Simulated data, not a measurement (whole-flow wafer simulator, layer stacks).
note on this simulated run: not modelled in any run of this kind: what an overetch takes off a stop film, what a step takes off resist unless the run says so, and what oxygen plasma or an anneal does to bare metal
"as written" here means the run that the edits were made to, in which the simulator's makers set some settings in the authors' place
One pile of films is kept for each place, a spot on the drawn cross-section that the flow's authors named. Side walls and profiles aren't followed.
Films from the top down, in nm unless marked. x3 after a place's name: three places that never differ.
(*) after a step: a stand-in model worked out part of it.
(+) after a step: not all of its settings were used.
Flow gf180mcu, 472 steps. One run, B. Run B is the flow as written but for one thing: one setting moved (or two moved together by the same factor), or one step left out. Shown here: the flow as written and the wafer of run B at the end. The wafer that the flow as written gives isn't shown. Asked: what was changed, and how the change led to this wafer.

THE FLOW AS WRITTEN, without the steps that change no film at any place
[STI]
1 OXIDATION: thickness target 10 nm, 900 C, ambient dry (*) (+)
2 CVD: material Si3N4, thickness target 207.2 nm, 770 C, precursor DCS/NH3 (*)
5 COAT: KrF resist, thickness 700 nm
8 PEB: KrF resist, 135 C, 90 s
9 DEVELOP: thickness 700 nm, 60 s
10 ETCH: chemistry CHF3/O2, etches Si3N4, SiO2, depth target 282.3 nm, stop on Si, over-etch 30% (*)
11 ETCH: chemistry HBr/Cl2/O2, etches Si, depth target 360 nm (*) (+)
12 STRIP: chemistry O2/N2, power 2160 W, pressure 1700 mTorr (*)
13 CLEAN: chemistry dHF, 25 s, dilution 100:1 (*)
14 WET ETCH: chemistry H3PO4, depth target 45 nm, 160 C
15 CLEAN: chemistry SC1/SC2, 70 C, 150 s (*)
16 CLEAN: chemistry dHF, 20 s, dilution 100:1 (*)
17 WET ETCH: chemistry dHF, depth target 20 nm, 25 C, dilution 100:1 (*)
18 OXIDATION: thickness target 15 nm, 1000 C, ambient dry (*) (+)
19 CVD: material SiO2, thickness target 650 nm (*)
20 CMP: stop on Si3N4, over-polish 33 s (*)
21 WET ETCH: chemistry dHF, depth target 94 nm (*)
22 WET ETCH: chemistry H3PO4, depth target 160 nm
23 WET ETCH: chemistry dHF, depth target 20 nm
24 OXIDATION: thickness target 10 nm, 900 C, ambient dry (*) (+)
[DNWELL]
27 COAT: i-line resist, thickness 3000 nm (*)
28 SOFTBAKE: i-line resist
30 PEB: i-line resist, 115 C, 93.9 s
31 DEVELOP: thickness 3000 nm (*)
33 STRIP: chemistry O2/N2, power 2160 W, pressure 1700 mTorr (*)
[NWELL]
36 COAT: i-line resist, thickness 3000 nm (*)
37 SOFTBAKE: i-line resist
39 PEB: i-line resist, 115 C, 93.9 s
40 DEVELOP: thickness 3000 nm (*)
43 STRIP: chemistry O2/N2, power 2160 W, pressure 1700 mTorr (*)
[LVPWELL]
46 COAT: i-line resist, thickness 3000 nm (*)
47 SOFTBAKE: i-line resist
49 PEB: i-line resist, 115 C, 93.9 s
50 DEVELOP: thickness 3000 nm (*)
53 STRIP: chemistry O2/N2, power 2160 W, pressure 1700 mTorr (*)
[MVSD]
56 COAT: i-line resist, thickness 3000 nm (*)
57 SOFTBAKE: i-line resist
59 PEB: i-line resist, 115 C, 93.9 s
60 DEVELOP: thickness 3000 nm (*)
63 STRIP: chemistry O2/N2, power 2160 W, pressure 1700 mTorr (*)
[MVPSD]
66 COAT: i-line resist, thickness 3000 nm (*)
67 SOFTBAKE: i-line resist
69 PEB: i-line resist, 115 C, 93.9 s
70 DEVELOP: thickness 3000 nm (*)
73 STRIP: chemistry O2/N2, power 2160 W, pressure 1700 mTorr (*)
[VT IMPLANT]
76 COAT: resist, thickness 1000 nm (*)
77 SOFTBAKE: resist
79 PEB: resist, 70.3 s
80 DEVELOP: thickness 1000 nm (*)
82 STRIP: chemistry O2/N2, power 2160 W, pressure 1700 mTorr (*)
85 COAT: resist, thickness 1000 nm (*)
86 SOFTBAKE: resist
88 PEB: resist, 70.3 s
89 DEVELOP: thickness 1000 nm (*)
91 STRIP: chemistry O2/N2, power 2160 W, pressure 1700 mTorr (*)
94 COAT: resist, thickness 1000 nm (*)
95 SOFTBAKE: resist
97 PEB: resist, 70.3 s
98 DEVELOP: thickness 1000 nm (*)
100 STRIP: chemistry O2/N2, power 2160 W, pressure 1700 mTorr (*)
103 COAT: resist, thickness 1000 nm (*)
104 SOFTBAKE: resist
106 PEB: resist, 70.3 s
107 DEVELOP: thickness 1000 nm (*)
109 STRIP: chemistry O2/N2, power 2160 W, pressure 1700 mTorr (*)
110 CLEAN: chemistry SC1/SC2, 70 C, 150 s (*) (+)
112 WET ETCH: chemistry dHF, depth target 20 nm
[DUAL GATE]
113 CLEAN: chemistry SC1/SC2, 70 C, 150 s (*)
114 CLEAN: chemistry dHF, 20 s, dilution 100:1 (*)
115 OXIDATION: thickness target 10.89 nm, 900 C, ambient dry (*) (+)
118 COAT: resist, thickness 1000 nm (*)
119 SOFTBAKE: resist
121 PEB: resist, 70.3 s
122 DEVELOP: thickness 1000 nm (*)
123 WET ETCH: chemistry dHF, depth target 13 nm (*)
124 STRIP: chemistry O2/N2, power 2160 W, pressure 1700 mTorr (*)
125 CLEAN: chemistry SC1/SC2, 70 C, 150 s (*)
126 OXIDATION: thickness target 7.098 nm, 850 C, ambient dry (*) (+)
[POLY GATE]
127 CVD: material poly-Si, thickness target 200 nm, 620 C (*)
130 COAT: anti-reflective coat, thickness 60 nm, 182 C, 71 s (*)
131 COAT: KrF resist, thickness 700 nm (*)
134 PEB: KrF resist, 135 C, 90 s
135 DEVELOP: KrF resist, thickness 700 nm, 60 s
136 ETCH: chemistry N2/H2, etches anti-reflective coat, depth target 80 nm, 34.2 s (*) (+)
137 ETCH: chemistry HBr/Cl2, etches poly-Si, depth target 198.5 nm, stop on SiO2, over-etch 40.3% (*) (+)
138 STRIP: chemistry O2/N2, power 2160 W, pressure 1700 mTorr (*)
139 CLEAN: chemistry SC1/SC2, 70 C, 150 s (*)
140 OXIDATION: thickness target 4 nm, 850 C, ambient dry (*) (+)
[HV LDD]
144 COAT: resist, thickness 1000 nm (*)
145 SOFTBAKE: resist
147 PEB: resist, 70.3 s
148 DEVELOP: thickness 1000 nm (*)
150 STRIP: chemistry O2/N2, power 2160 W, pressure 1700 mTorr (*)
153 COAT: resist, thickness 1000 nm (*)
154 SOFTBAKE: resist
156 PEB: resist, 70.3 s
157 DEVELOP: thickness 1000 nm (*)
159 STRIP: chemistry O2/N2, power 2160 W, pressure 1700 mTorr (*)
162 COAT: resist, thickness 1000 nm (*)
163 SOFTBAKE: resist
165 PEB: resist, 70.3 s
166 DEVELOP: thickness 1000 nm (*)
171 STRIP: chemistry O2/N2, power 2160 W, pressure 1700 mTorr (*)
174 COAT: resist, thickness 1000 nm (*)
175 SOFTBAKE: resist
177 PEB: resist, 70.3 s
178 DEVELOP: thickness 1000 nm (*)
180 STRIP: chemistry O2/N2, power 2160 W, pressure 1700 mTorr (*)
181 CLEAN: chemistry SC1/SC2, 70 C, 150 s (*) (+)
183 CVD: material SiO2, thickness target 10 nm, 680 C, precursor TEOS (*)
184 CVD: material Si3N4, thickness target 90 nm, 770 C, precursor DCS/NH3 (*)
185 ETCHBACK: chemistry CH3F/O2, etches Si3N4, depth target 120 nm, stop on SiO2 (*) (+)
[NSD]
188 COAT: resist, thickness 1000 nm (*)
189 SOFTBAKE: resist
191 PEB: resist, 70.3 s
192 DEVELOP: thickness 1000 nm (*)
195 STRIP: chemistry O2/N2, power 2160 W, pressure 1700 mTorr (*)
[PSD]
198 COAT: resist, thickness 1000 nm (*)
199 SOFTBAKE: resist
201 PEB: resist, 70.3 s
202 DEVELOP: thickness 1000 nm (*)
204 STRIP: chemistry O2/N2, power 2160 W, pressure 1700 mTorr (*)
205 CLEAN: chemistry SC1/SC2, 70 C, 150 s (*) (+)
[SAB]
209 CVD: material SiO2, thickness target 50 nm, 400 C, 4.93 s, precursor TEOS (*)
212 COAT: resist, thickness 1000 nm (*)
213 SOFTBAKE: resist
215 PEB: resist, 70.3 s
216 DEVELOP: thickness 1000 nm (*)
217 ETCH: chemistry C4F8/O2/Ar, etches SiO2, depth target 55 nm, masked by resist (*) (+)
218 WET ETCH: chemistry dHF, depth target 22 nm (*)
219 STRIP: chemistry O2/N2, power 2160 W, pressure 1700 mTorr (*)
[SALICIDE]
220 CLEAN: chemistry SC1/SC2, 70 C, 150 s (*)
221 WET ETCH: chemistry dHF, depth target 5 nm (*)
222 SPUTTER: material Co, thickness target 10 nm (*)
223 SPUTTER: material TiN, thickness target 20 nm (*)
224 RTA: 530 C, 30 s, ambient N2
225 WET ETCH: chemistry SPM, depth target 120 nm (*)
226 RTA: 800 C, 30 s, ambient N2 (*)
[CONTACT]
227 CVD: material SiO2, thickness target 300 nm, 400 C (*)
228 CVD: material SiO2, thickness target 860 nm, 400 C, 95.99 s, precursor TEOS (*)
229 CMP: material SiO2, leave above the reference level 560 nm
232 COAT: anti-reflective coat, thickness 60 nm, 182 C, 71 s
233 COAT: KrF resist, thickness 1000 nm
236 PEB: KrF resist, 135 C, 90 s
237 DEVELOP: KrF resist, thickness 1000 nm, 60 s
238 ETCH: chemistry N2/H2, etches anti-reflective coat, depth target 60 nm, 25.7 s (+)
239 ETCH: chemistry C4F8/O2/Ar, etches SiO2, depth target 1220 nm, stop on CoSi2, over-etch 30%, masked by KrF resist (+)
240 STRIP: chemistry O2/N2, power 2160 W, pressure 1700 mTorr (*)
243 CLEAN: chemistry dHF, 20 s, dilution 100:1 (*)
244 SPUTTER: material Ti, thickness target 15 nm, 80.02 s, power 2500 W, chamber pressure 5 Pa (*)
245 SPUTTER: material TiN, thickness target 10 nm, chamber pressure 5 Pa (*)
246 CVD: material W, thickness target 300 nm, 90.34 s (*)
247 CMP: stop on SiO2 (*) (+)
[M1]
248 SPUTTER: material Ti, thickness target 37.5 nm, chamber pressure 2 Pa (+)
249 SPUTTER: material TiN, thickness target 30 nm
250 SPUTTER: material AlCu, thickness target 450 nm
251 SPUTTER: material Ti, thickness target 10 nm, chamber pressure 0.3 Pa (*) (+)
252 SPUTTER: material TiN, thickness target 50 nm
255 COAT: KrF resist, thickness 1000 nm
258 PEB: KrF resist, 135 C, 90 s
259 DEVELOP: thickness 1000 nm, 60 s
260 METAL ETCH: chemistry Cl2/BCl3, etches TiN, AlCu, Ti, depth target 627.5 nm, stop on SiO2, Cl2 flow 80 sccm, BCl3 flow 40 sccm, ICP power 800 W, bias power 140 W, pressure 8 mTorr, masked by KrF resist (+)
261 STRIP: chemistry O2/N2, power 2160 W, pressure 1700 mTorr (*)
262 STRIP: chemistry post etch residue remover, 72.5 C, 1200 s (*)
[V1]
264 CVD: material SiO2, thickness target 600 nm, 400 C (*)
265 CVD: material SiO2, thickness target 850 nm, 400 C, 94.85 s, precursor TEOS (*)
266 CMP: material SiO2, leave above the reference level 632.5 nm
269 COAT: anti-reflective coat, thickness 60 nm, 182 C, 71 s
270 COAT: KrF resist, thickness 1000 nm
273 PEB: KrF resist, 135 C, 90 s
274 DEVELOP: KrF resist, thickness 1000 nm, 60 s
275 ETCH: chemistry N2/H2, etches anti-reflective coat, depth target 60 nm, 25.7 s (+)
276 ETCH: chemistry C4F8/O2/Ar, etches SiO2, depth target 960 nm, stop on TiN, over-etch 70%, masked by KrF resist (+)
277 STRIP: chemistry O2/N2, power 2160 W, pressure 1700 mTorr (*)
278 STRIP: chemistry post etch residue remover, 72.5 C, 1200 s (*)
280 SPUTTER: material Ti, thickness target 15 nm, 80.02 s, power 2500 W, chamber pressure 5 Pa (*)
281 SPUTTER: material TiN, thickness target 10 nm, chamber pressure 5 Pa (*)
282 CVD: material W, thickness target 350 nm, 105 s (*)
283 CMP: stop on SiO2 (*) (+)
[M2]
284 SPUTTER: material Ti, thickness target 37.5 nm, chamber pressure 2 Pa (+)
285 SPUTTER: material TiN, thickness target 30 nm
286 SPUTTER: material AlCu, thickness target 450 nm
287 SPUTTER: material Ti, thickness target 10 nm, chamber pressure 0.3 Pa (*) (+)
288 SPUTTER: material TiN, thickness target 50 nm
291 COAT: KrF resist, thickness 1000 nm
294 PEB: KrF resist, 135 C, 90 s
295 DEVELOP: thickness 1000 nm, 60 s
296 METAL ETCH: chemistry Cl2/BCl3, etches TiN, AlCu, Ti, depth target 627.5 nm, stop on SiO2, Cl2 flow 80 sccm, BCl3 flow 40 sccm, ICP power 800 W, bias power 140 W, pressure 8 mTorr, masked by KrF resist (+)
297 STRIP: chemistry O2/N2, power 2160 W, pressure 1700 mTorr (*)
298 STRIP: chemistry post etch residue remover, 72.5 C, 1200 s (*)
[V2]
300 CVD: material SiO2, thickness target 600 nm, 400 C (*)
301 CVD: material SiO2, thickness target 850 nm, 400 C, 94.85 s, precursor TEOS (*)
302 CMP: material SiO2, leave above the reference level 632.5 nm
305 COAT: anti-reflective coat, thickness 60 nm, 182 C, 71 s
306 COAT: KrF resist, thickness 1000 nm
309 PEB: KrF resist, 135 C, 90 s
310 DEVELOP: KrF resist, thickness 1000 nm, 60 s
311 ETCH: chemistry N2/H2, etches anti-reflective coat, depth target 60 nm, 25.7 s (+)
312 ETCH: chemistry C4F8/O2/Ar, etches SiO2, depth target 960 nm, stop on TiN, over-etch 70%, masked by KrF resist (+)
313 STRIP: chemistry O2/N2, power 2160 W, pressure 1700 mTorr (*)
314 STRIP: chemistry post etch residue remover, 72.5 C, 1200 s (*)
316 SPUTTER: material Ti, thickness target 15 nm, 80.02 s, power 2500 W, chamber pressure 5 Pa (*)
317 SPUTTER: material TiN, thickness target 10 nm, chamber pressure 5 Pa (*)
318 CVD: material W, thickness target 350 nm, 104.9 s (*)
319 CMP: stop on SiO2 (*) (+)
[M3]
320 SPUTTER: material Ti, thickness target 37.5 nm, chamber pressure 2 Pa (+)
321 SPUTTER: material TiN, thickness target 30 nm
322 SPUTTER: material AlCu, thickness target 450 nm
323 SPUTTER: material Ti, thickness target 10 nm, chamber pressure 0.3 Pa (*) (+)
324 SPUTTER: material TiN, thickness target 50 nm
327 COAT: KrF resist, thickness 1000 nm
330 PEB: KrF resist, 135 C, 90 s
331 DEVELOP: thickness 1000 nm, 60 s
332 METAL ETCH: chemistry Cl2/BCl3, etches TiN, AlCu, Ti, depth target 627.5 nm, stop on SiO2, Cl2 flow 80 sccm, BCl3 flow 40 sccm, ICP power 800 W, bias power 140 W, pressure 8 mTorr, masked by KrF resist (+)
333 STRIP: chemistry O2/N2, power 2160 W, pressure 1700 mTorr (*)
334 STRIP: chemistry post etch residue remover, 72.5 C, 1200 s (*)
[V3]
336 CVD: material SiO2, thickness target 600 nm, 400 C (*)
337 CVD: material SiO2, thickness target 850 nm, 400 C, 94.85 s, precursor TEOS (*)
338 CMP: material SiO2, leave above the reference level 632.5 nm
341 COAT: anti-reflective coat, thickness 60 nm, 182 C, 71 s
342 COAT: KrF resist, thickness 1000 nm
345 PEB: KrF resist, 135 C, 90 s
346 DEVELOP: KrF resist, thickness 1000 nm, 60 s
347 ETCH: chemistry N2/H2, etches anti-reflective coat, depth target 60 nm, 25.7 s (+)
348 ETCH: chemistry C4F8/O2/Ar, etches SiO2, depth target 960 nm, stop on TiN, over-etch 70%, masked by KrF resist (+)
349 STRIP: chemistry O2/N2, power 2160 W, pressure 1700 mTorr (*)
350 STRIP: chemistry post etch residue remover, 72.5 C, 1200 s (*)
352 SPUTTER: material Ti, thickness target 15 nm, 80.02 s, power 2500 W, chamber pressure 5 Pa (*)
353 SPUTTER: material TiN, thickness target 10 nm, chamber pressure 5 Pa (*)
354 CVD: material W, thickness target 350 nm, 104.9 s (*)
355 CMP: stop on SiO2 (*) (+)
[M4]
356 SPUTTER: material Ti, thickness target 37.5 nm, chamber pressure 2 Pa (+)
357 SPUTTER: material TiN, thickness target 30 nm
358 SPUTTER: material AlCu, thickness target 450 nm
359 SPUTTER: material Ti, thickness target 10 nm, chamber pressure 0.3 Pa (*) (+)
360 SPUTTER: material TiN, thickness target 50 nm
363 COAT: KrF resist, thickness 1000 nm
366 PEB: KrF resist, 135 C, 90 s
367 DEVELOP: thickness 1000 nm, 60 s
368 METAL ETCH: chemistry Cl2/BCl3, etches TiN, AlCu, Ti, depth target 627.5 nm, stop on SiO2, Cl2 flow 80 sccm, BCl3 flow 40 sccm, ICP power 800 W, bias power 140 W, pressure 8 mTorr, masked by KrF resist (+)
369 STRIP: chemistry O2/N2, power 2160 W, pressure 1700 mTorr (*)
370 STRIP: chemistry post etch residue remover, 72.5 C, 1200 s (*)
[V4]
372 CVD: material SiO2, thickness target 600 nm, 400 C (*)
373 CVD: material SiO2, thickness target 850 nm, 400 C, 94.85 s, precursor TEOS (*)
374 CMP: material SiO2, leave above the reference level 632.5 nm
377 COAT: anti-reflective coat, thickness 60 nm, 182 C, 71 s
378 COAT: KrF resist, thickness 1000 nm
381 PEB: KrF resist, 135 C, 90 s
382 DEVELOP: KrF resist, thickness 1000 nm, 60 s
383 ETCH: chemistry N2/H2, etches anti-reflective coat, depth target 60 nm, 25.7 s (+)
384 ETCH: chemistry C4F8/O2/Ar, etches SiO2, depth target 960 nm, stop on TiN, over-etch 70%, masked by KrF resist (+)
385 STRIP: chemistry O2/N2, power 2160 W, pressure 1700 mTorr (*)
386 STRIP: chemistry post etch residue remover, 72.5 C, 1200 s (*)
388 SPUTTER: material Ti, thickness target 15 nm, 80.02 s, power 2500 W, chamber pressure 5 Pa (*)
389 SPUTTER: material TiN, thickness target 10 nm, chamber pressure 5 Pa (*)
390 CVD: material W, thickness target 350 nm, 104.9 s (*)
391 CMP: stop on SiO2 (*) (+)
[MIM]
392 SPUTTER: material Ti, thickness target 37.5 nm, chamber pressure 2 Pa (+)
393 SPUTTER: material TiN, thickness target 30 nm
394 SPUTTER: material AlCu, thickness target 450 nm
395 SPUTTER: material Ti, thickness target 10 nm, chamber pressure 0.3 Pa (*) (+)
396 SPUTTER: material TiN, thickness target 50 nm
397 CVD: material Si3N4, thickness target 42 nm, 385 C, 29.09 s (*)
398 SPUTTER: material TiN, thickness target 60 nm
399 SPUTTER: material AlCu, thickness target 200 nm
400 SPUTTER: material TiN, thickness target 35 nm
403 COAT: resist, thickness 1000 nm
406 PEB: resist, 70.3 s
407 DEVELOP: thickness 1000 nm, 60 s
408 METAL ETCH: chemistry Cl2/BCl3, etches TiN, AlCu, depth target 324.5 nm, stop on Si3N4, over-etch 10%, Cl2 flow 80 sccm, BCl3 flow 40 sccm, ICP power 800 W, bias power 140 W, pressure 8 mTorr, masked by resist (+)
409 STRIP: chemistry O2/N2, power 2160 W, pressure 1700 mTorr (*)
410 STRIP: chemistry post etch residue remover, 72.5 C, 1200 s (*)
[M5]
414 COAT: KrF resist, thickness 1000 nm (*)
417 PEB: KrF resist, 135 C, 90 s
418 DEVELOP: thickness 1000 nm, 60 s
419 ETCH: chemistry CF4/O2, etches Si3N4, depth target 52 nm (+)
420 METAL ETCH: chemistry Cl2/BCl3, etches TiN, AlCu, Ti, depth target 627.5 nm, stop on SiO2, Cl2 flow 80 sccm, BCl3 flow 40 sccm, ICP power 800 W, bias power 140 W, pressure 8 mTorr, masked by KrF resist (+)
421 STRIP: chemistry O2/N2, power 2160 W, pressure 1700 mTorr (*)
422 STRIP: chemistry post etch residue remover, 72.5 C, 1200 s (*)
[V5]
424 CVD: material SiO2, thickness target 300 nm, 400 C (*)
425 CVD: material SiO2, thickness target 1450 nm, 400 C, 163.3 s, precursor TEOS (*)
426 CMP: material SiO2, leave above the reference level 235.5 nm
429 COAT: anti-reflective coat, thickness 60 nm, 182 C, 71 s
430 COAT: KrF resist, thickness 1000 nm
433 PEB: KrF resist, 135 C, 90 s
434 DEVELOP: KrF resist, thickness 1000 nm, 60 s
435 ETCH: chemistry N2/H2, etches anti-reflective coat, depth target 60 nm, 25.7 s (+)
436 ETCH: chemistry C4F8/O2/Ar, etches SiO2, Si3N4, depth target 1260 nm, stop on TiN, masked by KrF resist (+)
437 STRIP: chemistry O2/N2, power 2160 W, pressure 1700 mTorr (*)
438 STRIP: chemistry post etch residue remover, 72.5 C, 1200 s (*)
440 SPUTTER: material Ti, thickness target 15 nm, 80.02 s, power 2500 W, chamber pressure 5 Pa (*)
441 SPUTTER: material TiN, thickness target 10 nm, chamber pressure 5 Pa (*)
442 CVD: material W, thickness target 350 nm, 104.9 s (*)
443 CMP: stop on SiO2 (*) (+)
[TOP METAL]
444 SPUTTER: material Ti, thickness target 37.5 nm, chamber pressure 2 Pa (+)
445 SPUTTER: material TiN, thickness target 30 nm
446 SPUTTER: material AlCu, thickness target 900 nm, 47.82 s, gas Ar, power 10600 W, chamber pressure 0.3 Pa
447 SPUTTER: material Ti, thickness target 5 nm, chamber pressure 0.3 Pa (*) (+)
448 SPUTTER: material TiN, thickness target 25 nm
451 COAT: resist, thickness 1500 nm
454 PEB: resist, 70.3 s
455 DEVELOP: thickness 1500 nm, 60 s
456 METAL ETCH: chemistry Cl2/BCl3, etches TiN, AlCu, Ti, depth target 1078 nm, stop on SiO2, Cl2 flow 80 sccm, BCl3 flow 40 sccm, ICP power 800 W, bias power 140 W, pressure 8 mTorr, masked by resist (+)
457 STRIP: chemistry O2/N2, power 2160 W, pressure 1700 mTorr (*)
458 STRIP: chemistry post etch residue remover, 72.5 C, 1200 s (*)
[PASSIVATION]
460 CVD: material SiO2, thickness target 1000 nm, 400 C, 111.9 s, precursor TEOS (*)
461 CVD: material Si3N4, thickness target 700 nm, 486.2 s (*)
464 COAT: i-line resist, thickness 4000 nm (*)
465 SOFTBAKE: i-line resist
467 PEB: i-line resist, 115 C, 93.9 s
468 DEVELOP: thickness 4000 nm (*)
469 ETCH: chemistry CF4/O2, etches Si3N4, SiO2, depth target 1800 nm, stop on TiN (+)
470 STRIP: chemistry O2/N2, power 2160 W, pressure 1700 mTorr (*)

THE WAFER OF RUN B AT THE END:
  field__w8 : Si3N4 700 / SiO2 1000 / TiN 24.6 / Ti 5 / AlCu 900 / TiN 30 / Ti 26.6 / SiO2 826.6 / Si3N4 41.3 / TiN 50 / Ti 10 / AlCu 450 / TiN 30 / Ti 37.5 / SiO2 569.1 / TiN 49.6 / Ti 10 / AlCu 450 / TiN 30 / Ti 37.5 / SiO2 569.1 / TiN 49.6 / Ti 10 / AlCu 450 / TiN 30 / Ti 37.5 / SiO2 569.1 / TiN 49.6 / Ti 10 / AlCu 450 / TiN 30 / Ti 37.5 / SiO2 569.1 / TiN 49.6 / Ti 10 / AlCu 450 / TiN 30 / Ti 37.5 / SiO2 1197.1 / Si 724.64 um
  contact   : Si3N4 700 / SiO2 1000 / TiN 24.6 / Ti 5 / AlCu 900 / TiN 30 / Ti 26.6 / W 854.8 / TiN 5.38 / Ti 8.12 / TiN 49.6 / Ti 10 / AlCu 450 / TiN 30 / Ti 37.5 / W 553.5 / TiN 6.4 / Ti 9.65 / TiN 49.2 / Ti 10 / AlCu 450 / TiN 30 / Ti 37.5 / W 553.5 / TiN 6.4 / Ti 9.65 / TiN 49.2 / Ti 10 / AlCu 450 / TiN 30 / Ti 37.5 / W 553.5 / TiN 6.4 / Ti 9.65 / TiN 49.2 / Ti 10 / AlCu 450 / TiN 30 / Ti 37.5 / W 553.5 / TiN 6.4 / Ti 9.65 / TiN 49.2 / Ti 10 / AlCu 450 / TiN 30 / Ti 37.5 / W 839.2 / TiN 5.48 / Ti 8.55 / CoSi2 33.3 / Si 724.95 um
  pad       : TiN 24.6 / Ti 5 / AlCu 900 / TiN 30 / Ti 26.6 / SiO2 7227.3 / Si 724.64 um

The cause: step 444, SPUTTER: thickness target 26.6 nm was run, where the flow has thickness target 37.5 nm.
It can be read off the wafer: field__w8 has Ti 26.6, and step 444 as written asks for 37.5 nm.

How the change led to this, step by step:
  444 SPUTTER: material Ti, thickness target 37.5 nm, chamber pressure 2 Pa (+)
      field, field__w1, field__w2 and 109 more: Ti +26.6 (new film) (as written it would be: Ti +37.5 (new film))
  456 METAL ETCH: chemistry Cl2/BCl3, etches TiN, AlCu, Ti, depth target 1078 nm, stop on SiO2, Cl2 flow 80 sccm, BCl3 flow 40 sccm, ICP power 800 W, bias power 140 W, pressure 8 mTorr, masked by resist (+)
      field, field__w1, field__w2 and 103 more: TiN -25 (all of it), Ti -5 (all of it), AlCu -900 (all of it), TiN -30 (all of it), Ti -26.6 (all of it) (as written it would be: TiN -25 (all of it), Ti -5 (all of it), AlCu -900 (all of it), TiN -30 (all of it), Ti -37.5 (all of it))
